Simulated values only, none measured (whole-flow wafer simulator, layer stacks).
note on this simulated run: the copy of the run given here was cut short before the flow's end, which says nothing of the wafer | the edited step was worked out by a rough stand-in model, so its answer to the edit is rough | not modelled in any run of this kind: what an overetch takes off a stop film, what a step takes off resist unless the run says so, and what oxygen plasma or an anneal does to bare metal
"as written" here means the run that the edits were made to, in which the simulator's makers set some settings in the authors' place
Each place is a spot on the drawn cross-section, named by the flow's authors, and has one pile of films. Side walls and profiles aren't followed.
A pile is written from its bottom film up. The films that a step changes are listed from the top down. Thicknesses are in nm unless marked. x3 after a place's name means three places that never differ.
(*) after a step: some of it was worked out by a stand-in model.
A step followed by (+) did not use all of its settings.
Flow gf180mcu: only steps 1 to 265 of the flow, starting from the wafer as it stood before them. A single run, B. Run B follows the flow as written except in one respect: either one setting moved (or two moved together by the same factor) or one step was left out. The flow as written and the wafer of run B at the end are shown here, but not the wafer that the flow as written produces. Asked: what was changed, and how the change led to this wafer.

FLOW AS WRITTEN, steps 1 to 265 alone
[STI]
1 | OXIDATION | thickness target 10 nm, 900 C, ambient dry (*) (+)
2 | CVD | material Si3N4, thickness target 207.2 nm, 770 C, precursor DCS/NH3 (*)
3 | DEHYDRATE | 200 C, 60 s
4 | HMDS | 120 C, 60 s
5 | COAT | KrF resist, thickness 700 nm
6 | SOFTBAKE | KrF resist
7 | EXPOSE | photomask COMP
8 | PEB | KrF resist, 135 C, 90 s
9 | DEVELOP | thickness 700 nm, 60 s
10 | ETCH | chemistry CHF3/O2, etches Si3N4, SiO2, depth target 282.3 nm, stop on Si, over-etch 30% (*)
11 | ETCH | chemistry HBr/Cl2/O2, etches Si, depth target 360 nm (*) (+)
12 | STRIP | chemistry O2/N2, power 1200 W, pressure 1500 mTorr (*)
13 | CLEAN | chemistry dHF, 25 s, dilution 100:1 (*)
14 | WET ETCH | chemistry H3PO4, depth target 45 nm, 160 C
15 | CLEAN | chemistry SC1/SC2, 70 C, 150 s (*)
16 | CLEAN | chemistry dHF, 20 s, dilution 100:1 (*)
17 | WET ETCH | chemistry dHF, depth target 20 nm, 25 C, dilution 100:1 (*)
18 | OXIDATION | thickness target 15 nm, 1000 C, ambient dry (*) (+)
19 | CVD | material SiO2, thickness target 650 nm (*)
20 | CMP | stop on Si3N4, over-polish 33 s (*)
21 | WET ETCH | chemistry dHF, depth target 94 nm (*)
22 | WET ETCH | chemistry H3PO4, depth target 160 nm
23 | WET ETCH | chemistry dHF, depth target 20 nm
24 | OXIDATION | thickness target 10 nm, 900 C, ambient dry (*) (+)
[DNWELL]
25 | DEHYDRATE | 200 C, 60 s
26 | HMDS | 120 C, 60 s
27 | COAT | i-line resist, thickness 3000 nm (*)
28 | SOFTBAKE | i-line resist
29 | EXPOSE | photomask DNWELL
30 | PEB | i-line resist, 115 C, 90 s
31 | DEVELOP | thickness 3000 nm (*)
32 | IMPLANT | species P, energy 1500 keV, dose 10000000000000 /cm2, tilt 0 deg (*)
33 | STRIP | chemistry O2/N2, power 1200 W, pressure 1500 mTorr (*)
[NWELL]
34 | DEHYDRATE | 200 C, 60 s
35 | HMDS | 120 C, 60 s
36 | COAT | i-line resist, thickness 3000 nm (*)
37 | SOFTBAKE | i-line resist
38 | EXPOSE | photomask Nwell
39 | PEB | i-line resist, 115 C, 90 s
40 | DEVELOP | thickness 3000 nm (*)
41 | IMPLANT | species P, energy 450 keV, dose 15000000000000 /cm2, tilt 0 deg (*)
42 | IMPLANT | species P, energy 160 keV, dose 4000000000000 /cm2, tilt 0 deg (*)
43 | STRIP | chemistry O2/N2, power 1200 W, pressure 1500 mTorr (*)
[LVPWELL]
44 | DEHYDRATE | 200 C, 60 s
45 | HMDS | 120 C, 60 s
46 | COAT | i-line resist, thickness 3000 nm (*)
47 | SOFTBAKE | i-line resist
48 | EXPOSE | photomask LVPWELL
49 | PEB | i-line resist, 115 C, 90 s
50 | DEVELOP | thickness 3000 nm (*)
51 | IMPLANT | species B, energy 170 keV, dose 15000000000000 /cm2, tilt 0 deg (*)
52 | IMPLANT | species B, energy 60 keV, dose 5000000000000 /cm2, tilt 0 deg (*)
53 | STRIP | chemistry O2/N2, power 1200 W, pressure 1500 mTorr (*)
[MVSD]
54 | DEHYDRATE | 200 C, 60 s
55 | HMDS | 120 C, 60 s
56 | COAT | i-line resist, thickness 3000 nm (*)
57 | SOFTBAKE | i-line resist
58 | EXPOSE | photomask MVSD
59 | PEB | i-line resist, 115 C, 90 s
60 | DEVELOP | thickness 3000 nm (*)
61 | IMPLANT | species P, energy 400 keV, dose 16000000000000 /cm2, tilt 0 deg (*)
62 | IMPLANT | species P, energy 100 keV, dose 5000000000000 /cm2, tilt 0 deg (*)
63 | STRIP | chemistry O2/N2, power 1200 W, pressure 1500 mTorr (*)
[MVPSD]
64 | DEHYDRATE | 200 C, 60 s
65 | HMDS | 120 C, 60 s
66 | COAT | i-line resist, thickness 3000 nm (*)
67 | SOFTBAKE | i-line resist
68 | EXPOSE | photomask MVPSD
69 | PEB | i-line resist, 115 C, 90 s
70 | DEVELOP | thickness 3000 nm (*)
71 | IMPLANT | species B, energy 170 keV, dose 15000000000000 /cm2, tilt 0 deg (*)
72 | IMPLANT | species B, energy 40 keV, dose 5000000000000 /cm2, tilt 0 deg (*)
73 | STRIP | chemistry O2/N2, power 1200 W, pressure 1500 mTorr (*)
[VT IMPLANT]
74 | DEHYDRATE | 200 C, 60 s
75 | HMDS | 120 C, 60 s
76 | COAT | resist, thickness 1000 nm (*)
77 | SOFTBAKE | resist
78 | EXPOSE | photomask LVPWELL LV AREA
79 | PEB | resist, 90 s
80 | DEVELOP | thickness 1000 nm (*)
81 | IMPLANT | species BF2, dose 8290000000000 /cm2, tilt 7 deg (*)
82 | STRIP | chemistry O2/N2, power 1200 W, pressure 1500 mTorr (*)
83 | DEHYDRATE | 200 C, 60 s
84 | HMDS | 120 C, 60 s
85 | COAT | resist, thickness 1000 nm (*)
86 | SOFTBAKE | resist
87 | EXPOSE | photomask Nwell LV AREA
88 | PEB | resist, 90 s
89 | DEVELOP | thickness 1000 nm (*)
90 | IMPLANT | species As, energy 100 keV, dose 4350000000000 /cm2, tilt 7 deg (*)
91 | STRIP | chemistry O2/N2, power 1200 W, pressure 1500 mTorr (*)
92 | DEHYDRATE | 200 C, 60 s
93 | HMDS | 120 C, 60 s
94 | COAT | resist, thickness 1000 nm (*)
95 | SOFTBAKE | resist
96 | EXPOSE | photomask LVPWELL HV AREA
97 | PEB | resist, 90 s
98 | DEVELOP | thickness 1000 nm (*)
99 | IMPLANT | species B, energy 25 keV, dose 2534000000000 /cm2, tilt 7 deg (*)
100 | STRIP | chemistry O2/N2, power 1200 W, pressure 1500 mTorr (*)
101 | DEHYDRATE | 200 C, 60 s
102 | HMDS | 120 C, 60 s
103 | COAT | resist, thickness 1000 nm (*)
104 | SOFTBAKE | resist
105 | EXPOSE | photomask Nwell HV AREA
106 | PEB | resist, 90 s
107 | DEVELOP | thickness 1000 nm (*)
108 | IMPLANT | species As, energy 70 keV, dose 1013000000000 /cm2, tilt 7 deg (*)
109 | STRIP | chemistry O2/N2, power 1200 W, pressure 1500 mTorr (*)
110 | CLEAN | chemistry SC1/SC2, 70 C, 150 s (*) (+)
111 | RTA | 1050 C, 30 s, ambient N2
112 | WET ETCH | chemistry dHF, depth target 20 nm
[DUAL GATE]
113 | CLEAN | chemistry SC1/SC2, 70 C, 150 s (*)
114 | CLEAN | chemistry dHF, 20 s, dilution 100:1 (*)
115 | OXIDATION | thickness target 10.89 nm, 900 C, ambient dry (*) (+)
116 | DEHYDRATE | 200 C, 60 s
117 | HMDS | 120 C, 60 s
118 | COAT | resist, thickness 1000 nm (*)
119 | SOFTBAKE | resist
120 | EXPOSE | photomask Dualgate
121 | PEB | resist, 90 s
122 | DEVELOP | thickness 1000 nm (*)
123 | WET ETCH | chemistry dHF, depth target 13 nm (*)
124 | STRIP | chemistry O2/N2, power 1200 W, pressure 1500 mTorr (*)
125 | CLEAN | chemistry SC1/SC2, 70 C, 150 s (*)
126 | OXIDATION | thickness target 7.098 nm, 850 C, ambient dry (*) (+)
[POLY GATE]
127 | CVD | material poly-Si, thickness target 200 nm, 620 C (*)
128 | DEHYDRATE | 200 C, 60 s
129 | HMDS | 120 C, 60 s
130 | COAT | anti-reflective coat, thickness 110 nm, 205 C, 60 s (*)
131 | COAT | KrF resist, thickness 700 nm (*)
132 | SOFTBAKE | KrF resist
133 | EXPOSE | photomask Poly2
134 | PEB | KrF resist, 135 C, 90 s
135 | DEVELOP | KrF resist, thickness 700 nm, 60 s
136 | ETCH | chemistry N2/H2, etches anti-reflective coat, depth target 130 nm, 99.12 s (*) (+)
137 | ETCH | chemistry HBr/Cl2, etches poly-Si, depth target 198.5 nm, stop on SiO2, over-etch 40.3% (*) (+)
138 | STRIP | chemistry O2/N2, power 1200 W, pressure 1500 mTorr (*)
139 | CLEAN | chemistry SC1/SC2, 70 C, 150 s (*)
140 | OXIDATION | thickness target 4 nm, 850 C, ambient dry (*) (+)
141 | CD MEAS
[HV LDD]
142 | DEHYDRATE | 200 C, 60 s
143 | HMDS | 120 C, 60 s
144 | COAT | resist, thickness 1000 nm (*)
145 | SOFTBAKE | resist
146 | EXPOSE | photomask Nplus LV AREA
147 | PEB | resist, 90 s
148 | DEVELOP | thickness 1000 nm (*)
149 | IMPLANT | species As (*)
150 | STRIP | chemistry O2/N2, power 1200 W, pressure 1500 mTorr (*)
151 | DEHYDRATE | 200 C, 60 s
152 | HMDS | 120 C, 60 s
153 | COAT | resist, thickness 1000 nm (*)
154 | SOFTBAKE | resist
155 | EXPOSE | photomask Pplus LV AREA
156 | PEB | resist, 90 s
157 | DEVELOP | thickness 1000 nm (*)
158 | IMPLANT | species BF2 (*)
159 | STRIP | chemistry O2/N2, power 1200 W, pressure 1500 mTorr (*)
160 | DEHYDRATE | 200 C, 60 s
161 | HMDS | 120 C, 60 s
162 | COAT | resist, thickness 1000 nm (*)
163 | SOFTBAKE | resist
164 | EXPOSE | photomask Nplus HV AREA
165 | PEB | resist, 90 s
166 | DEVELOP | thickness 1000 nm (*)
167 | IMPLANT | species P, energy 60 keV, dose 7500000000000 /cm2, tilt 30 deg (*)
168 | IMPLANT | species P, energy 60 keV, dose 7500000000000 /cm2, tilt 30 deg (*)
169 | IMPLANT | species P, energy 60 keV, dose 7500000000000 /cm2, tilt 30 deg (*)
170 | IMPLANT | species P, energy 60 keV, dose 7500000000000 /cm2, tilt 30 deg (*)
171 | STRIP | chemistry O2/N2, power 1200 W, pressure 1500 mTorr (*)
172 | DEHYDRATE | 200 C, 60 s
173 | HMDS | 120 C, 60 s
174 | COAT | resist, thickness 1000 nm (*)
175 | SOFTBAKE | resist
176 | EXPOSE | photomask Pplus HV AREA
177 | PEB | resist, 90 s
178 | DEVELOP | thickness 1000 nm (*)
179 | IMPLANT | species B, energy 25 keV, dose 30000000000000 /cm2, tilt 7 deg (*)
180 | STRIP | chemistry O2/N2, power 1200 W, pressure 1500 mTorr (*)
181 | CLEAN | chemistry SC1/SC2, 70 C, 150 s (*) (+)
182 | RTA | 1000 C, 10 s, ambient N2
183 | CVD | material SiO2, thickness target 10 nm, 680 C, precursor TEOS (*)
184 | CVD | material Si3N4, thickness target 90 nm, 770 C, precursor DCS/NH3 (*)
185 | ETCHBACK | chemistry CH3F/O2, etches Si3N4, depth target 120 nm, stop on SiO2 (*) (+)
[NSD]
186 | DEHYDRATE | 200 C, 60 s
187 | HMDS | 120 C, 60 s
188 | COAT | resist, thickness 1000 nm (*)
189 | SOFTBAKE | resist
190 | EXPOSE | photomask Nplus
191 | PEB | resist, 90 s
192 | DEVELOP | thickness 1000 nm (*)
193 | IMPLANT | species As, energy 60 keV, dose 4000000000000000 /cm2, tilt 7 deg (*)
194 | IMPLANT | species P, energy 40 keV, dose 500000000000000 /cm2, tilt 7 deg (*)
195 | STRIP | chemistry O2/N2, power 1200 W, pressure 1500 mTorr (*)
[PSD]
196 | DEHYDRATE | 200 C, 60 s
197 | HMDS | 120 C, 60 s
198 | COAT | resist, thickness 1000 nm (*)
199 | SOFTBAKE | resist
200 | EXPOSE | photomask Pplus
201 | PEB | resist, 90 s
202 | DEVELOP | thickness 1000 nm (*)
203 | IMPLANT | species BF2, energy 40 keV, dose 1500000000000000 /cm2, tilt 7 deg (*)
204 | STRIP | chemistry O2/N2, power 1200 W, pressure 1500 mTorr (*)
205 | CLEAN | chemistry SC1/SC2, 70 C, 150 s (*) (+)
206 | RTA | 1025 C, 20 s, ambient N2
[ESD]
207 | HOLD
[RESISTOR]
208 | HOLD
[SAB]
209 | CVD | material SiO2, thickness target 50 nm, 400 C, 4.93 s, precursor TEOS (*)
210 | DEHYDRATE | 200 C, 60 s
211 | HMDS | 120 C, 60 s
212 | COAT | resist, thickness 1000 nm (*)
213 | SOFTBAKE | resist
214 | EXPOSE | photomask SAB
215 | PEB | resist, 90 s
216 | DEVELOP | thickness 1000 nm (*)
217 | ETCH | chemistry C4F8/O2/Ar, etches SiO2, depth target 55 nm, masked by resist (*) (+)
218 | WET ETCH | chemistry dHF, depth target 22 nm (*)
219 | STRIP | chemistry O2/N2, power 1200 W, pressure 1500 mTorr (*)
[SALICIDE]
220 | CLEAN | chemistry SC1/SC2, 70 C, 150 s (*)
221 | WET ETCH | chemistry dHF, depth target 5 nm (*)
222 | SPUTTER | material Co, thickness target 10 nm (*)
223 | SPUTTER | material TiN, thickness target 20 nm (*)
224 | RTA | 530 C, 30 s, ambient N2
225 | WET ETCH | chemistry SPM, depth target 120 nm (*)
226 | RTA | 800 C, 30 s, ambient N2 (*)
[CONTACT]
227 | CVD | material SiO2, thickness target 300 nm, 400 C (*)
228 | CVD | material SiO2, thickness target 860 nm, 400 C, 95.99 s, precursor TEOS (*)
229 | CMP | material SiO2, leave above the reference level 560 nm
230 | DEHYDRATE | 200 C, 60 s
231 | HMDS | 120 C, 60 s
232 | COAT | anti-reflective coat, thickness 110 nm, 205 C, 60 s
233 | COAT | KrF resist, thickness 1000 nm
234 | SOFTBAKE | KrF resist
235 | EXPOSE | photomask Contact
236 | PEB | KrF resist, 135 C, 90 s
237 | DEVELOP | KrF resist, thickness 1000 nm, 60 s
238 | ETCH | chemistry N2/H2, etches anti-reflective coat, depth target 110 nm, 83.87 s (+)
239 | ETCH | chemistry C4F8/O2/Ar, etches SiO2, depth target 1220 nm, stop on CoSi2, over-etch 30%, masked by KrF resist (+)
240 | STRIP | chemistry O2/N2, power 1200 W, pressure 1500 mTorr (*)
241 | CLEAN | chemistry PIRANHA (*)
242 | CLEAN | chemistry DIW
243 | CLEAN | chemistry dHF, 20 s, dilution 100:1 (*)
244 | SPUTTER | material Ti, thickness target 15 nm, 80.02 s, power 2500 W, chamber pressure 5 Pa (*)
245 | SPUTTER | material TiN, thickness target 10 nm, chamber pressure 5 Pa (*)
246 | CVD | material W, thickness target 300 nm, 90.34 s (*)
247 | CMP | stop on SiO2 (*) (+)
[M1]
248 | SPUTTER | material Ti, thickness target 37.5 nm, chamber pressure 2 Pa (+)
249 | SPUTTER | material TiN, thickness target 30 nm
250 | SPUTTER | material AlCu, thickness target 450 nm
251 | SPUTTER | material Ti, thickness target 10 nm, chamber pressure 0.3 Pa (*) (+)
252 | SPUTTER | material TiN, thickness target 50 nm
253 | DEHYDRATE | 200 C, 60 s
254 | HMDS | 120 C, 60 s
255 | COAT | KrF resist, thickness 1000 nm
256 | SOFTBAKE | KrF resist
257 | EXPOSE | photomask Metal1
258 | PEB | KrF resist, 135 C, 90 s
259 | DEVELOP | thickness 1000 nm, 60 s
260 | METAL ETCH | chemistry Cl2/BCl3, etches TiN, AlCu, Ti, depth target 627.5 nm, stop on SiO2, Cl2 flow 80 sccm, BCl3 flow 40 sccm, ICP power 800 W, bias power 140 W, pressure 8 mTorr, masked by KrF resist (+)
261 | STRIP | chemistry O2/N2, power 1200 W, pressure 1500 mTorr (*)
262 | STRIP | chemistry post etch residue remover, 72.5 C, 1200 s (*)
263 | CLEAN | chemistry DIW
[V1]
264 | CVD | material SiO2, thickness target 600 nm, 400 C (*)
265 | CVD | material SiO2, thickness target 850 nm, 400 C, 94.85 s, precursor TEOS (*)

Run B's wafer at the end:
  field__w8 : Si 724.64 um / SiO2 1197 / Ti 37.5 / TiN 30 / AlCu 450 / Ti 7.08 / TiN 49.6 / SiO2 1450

Cause: step 251, SPUTTER: thickness target 7.08 nm was run, though the flow has thickness target 10 nm.
The wafer itself shows it: field__w8 has Ti 7.08, and step 251 as written asks for 10 nm.

Step by step, how the change led to this:
  251 | SPUTTER | material Ti, thickness target 10 nm, chamber pressure 0.3 Pa (*) (+)
      field, field__w1, field__w2 and 108 more: +7.08 Ti (new film) (it would be, as written: +10 Ti (new film))
  260 | METAL ETCH | chemistry Cl2/BCl3, etches TiN, AlCu, Ti, depth target 627.5 nm, stop on SiO2, Cl2 flow 80 sccm, BCl3 flow 40 sccm, ICP power 800 W, bias power 140 W, pressure 8 mTorr, masked by KrF resist (+)
      field, field__w1, field__w2 and 99 more: -50 TiN (all of it), -7.08 Ti (all of it), -450 AlCu (all of it), -30 TiN (all of it), -37.5 Ti (all of it) (it would be, as written: -50 TiN (all of it), -10 Ti (all of it), -450 AlCu (all of it), -30 TiN (all of it), -37.5 Ti (all of it))
